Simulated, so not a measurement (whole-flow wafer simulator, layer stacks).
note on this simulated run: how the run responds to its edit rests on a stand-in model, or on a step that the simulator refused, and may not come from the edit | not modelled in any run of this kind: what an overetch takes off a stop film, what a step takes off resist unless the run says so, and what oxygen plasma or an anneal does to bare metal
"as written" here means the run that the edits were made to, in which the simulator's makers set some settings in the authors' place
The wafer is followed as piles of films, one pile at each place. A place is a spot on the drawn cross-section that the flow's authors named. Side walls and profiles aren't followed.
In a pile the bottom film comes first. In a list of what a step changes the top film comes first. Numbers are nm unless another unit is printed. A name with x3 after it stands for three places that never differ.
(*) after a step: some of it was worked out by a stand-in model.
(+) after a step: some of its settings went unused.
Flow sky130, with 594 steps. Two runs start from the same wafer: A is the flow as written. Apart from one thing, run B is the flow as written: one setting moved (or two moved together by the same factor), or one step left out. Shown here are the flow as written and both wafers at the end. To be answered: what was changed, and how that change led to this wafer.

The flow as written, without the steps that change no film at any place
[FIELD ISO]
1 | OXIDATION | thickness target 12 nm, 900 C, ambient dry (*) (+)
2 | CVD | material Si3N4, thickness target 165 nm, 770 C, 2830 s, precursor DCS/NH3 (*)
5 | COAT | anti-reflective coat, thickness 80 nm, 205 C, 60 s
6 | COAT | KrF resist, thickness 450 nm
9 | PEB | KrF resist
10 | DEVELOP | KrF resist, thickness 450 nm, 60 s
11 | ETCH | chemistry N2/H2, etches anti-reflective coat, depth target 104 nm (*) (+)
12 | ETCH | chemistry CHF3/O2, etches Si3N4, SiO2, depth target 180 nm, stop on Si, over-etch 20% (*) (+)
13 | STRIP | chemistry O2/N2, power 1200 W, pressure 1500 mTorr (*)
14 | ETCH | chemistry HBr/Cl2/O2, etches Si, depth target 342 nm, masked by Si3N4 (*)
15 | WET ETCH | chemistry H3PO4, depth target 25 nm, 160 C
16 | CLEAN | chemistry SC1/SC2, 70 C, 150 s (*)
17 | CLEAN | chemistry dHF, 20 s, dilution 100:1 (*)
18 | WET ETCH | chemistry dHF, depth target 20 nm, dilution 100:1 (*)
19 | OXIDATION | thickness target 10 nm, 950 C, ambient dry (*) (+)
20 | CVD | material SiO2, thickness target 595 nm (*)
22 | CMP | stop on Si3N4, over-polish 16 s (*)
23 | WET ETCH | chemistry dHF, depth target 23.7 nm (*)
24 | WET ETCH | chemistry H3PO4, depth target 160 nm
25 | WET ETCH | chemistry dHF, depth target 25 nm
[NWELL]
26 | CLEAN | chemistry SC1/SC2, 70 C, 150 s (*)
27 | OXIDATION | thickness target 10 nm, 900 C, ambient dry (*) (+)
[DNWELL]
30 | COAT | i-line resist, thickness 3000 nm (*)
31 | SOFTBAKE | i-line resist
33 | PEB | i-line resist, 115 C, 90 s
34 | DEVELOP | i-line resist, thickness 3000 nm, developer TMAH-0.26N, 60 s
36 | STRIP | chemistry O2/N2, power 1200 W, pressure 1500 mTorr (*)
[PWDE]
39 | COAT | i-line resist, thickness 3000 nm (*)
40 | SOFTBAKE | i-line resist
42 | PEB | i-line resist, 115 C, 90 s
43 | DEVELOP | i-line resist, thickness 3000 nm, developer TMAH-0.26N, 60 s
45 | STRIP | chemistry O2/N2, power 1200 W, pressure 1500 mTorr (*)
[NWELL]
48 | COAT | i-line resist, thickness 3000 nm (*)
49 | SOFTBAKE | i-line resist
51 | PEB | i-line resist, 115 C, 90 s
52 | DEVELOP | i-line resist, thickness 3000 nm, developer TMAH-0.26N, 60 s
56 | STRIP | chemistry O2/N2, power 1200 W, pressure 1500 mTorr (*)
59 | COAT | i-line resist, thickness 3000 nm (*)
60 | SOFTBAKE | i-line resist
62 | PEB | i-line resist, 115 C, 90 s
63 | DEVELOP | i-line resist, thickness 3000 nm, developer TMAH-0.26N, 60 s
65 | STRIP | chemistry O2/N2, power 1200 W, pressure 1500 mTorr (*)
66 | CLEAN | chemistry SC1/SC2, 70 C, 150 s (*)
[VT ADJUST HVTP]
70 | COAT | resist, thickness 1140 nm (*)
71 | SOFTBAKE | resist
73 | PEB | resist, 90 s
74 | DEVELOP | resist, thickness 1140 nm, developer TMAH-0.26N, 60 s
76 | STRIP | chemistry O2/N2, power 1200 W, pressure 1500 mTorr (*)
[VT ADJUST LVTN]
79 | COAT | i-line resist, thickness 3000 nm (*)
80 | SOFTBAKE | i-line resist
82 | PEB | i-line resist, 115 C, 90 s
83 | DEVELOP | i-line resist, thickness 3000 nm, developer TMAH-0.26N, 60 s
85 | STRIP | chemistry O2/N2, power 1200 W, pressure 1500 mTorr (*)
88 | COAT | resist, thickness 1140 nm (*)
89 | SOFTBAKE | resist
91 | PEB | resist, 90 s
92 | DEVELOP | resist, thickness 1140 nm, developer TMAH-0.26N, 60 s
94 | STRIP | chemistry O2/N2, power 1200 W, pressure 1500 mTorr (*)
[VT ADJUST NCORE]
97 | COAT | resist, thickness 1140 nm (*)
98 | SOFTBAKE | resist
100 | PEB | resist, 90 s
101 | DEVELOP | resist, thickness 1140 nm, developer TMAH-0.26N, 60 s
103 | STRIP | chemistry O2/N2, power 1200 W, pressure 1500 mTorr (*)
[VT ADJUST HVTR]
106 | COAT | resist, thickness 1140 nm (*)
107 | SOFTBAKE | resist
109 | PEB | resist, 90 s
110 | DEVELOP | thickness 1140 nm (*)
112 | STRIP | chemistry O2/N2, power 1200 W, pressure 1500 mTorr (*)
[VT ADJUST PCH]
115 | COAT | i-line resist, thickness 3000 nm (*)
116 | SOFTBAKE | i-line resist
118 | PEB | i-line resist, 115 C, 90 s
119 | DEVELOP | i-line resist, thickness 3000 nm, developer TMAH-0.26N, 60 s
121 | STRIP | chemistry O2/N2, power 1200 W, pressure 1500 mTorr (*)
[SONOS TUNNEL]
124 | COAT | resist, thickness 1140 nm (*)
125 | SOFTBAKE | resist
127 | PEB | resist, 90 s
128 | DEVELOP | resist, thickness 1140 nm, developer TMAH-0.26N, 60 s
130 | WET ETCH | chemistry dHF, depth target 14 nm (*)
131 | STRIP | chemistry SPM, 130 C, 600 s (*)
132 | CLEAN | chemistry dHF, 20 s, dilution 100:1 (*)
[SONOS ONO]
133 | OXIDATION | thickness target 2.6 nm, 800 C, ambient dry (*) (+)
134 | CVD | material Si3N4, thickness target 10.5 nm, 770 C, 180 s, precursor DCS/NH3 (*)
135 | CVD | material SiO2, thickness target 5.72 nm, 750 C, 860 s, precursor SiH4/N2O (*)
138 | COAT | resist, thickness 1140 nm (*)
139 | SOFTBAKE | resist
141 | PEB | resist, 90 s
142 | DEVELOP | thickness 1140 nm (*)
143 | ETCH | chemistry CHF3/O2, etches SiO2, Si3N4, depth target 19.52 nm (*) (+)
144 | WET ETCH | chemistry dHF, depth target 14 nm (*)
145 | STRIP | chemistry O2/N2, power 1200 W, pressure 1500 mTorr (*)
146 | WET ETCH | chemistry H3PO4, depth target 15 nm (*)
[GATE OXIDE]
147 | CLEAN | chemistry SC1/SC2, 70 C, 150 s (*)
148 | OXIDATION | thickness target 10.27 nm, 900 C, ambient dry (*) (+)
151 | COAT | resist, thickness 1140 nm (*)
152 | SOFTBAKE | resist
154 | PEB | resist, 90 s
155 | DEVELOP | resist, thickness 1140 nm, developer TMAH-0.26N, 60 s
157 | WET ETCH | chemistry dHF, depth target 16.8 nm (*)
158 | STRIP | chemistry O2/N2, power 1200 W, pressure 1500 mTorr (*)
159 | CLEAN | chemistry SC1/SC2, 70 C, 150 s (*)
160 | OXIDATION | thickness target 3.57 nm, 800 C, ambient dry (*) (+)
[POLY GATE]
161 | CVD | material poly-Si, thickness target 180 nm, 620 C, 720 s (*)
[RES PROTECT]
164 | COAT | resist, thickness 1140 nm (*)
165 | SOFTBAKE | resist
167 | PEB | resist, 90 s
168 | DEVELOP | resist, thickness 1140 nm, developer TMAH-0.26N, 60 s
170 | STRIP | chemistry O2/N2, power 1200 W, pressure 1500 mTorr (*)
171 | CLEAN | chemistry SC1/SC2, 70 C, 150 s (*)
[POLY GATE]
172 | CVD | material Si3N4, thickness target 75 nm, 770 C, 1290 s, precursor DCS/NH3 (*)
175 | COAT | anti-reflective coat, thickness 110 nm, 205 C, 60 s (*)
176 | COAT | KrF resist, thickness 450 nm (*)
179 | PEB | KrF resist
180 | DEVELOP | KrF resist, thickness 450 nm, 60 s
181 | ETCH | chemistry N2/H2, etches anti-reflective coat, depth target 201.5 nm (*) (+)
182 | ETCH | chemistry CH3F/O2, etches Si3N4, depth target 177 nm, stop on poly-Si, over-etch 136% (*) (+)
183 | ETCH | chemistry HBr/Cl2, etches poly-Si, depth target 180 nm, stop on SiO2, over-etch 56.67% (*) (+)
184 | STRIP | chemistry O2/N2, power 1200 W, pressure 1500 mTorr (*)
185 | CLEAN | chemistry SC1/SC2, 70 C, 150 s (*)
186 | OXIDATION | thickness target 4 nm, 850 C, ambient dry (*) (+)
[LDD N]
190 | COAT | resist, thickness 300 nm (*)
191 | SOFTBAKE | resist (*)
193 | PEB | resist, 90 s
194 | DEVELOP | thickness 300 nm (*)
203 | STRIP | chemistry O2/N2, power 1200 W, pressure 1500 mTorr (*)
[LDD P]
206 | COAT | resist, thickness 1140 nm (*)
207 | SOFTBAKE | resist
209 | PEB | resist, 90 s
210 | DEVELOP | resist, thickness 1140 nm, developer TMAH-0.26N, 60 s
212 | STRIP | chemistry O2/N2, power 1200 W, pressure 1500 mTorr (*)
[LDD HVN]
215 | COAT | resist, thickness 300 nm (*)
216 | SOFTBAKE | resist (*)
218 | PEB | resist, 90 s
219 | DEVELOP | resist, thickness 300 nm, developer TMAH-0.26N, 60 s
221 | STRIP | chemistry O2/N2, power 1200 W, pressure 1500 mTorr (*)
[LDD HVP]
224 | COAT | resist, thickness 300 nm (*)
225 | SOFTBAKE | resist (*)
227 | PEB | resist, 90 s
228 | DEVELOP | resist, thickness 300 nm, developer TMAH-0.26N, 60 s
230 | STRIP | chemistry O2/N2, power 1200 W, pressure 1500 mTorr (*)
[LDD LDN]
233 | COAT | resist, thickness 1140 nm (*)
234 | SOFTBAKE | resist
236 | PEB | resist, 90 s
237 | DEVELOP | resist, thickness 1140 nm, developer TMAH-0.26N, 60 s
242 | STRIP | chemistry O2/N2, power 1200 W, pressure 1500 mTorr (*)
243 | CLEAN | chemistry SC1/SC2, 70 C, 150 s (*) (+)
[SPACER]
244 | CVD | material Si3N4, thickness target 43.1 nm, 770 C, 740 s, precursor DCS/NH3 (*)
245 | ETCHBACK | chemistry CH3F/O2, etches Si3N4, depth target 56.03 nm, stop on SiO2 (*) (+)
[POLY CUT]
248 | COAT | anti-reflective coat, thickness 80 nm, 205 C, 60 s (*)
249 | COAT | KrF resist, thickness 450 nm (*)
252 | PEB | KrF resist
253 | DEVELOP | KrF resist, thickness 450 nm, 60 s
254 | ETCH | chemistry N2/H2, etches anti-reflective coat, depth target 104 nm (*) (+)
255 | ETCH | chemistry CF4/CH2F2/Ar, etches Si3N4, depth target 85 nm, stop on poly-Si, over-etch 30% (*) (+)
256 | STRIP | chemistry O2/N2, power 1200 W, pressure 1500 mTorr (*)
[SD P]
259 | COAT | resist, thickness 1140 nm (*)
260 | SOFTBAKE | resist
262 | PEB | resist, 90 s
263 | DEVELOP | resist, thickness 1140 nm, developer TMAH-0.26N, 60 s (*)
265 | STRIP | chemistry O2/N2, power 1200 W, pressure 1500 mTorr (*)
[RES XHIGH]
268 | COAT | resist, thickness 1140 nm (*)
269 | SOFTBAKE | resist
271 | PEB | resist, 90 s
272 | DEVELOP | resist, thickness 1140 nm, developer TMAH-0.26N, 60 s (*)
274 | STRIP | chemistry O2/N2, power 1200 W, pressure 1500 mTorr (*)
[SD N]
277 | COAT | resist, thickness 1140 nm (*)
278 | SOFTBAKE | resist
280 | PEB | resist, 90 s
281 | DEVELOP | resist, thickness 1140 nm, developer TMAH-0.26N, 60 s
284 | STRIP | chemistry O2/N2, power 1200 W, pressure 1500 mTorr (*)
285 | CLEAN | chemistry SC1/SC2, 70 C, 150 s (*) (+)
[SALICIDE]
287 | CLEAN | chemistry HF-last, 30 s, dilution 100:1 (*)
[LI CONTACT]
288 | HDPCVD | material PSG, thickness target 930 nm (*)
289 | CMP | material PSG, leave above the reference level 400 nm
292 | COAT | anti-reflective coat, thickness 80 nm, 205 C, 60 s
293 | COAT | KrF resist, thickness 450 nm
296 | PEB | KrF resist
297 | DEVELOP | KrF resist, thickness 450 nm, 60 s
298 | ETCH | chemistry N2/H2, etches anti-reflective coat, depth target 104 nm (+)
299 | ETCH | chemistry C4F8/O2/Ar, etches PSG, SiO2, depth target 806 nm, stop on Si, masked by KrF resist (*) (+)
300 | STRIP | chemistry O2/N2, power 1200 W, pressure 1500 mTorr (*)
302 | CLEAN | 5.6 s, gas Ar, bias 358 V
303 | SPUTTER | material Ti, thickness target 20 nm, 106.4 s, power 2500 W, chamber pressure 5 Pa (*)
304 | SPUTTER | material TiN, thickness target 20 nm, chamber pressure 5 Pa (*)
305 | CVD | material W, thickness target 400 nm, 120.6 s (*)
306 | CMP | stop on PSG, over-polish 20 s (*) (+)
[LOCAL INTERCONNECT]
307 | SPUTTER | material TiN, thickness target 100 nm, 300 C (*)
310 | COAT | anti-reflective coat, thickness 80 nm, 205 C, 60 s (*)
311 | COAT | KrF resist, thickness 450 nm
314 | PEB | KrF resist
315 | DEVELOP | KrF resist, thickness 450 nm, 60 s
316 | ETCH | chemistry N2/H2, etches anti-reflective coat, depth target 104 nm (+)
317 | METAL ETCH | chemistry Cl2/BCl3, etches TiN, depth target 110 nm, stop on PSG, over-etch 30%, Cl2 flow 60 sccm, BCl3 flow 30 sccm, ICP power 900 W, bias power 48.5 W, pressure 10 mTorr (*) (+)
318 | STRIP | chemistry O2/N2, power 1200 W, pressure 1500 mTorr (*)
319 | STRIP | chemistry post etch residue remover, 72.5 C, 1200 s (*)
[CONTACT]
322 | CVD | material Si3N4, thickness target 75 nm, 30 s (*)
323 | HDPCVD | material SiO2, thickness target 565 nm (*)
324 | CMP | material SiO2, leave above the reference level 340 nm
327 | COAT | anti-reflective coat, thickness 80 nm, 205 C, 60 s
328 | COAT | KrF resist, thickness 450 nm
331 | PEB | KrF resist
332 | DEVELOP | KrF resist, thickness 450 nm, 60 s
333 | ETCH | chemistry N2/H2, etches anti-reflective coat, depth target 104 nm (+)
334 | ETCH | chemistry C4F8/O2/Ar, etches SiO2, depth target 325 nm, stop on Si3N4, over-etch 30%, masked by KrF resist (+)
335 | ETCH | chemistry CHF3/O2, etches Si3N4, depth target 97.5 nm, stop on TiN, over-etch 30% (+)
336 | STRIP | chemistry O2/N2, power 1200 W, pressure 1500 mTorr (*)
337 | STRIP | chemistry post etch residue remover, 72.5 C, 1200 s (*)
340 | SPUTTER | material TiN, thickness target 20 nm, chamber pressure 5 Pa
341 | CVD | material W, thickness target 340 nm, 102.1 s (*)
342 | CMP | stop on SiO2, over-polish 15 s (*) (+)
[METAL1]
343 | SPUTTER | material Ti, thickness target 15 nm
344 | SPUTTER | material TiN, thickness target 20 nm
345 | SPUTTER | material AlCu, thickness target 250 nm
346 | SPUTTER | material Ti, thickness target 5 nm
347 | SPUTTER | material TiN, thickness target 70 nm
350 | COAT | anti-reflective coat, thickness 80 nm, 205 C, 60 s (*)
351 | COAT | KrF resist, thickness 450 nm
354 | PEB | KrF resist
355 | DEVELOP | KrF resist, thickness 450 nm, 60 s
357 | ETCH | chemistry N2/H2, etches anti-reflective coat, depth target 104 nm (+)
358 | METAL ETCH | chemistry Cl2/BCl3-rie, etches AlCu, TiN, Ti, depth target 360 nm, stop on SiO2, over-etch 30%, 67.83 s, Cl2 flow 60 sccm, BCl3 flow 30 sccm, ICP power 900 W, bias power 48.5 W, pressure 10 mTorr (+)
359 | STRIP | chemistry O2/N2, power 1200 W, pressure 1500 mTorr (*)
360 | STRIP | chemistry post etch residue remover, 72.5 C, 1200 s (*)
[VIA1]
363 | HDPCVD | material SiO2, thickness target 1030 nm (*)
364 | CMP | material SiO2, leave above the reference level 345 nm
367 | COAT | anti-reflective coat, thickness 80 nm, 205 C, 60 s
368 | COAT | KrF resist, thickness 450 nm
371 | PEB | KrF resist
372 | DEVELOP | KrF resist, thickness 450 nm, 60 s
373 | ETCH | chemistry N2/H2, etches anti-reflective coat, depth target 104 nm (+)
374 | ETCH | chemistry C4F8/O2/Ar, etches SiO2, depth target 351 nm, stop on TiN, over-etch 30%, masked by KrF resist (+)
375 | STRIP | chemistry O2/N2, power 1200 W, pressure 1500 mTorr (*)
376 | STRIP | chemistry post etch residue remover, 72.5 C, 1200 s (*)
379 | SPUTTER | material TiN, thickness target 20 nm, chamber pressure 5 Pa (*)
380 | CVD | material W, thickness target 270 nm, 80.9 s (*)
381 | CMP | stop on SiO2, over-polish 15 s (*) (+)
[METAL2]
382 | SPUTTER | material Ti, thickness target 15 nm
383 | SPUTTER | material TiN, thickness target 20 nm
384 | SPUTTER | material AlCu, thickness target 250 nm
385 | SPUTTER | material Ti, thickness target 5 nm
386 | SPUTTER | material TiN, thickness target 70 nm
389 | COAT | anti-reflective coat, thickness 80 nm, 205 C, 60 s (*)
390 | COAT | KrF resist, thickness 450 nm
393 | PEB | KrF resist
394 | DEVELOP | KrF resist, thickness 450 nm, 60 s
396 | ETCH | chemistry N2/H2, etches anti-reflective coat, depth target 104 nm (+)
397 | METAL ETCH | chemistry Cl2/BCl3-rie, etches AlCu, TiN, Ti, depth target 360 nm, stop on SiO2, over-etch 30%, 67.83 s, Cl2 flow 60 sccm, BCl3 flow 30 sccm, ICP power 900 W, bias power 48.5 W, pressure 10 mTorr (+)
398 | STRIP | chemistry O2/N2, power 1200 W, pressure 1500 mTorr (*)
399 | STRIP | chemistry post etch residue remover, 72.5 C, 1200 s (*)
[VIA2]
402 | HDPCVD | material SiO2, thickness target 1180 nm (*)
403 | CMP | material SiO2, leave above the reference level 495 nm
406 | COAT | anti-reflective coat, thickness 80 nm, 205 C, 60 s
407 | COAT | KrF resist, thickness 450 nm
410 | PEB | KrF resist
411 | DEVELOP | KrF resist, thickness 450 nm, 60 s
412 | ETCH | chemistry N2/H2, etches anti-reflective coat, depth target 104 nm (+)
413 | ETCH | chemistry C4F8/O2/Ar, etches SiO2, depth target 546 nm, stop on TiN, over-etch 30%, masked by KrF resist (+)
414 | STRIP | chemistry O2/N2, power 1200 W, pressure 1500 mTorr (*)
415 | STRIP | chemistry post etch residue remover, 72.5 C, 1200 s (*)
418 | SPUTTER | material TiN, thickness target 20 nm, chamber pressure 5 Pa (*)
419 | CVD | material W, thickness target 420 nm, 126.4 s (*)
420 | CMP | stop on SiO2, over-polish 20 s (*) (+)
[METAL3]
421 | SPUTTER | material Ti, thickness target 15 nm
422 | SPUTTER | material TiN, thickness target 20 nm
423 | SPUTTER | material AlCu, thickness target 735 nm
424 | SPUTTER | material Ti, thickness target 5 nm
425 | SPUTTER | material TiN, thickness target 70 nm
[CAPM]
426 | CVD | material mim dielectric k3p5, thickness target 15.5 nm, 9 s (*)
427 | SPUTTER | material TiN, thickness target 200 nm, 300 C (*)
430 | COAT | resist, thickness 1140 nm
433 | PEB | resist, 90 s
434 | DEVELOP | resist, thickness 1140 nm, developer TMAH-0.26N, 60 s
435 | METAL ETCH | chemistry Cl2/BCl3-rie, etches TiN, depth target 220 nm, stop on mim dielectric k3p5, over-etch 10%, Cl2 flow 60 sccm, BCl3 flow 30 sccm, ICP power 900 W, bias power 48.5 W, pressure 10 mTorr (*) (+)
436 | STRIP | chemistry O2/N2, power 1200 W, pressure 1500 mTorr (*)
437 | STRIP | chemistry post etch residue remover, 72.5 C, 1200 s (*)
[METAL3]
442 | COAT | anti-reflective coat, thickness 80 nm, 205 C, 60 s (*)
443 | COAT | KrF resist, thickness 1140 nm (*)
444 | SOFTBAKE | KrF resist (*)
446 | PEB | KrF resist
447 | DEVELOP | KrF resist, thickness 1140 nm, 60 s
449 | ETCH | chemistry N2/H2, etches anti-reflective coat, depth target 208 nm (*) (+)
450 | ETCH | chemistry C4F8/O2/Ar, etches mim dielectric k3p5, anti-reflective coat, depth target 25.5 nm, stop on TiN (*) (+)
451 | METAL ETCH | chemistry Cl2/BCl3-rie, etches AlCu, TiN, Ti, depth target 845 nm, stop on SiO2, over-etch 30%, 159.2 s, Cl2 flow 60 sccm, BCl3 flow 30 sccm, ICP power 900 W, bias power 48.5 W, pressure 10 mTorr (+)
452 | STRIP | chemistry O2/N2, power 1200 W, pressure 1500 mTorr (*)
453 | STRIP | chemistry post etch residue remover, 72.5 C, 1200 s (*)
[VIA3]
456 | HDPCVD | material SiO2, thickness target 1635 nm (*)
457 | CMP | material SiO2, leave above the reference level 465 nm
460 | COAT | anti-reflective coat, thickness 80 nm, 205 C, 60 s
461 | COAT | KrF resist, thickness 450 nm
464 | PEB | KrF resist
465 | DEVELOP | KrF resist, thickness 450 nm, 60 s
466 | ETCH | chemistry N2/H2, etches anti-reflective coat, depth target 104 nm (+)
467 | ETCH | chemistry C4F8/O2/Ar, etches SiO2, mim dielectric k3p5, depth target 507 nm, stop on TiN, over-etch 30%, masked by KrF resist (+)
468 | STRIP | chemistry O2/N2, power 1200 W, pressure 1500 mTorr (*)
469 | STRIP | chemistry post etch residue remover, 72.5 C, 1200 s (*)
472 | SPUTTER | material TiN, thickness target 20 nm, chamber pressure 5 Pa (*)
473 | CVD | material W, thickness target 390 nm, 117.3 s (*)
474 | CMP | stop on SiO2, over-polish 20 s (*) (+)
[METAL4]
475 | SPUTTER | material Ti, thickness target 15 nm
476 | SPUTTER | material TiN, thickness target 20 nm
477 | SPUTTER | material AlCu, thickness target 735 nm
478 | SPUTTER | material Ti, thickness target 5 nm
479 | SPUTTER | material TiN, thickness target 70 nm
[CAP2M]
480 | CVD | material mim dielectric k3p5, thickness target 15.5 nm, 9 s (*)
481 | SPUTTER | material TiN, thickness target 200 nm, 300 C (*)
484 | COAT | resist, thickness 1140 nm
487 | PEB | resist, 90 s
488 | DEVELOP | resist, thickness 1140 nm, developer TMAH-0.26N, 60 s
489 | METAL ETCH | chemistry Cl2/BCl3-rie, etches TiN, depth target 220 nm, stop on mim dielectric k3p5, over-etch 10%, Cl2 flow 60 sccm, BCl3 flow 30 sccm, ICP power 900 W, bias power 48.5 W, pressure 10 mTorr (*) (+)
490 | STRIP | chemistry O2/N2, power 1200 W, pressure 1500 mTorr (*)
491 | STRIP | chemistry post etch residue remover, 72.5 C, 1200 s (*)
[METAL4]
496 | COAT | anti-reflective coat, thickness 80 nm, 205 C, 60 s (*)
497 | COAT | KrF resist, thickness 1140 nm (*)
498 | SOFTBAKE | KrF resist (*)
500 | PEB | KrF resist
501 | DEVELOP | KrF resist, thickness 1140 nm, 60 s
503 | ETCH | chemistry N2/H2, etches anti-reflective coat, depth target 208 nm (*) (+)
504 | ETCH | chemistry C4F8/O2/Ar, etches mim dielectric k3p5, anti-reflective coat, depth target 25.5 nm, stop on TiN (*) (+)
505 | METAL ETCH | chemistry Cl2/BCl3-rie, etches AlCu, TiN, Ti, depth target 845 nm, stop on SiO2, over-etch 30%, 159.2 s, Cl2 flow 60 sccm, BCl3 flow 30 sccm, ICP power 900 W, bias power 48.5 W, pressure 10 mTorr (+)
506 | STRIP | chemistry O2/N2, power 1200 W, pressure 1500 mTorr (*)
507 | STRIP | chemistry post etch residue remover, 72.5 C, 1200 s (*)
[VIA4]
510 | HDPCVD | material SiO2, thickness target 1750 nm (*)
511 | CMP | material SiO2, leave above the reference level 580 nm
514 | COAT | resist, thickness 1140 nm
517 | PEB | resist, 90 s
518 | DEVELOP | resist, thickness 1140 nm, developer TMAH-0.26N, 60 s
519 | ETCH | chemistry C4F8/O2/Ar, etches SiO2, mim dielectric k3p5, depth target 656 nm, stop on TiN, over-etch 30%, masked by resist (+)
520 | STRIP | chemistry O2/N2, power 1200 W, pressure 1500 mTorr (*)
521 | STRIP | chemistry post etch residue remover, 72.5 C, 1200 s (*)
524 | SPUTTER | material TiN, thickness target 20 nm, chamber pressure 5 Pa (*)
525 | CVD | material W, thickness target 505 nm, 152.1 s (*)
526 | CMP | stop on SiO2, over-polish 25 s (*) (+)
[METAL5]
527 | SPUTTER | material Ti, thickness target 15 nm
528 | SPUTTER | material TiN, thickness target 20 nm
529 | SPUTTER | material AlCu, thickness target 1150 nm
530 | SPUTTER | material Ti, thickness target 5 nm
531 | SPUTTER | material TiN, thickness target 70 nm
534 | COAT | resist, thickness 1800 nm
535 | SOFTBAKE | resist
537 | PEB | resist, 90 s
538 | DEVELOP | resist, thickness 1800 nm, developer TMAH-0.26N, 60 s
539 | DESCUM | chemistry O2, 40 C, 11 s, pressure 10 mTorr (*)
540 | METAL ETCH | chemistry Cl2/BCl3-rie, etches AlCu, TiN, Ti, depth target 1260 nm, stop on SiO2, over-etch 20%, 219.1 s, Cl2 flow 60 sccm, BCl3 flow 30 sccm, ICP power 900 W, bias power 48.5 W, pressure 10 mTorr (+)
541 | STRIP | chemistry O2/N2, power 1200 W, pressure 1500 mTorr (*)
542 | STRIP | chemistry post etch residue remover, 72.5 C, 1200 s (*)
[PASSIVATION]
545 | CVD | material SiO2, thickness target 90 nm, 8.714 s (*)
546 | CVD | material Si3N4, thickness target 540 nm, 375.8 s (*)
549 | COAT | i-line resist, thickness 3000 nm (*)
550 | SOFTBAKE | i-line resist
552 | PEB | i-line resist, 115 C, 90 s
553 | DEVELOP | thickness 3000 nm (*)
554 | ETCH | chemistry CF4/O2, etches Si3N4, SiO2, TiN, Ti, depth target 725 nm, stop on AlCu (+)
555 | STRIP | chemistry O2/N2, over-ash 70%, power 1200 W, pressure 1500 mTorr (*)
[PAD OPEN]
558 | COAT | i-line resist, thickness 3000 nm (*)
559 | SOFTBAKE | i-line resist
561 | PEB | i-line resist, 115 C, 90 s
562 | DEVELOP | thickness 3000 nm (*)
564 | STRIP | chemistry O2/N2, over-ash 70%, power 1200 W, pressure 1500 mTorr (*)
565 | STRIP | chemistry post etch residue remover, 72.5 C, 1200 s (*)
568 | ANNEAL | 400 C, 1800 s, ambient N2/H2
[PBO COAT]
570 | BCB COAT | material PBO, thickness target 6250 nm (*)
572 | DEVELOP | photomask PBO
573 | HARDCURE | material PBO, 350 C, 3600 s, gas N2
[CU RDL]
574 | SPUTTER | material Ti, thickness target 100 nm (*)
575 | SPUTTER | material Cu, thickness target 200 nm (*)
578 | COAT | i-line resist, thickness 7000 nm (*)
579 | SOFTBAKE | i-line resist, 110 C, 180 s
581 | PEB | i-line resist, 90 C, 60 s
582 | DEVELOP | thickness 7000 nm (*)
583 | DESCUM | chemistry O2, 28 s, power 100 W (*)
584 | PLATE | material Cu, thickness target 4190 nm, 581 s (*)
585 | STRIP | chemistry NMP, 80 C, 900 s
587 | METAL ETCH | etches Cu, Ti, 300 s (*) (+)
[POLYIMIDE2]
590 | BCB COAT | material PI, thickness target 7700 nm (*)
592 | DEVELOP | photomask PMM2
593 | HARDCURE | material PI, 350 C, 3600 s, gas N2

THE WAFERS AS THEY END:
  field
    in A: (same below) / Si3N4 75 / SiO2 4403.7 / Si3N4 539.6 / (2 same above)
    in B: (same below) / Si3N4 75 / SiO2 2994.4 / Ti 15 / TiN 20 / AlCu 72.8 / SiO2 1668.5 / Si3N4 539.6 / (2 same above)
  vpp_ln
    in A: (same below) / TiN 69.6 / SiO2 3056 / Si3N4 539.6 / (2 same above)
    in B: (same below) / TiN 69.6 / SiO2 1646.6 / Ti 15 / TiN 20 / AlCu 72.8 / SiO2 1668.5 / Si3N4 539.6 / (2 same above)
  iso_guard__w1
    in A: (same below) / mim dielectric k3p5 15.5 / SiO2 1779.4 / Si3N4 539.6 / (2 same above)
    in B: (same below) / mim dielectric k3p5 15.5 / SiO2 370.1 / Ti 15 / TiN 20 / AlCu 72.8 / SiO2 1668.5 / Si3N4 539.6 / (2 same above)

The reason: step 477, SPUTTER: thickness target 1102 nm was run, though the flow has thickness target 735 nm.

The path from the change to this, step by step:
  477 | SPUTTER | material AlCu, thickness target 735 nm
      field, active, n_well and 189 more: A +735 AlCu (new film) | B +1102 AlCu (new film)
  505 | METAL ETCH | chemistry Cl2/BCl3-rie, etches AlCu, TiN, Ti, depth target 845 nm, stop on SiO2, over-etch 30%, 159.2 s, Cl2 flow 60 sccm, BCl3 flow 30 sccm, ICP power 900 W, bias power 48.5 W, pressure 10 mTorr (+)
      field, active, gate and 70 more: A -70 TiN (all of it), -5 Ti (all of it), -735 AlCu (all of it), -20 TiN (all of it), -15 Ti (all of it), -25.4 SiO2 | B -70 TiN (all of it), -5 Ti (all of it), -1023.5 AlCu
      vpp_iso1, mim_edge_plate, m1_ln and 12 more: A -70 TiN (all of it), -5 Ti (all of it), -735 AlCu (all of it), -20 TiN (all of it), -15 Ti (all of it), -25.3 SiO2 | B -70 TiN (all of it), -5 Ti (all of it), -1023.5 AlCu
  507 | STRIP | chemistry post etch residue remover, 72.5 C, 1200 s (*)
      field, active, gate and 85 more: A nothing | B -5.72 AlCu
  510 | HDPCVD | material SiO2, thickness target 1750 nm (*)
      field, active, gate and 85 more: A +1750 SiO2 | B +1750 SiO2 (new film)
  511 | CMP | material SiO2, leave above the reference level 580 nm
      field, active, gate and 76 more: A -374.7 SiO2 | B -140.8 SiO2
      iso_guard__w1, mim_edge_gap, vpp_l1ln and 6 more: A -374.6 SiO2 | B -140.8 SiO2
With metal films that touch counted as one body, field has 1 body; the flow as written gives 0 bodies.
With metal films that touch counted as one body, vpp_ln has 3 bodies (between them, from the top down: SiO2 1646.6; SiO2 267.2); the flow as written gives 2 bodies (between them, from the top down: SiO2 267.2).
With metal films that touch counted as one body, iso_guard__w1 has 2 bodies (between them, from the top down: SiO2 370.1 / mim dielectric k3p5 15.5); the flow as written gives 1 body.
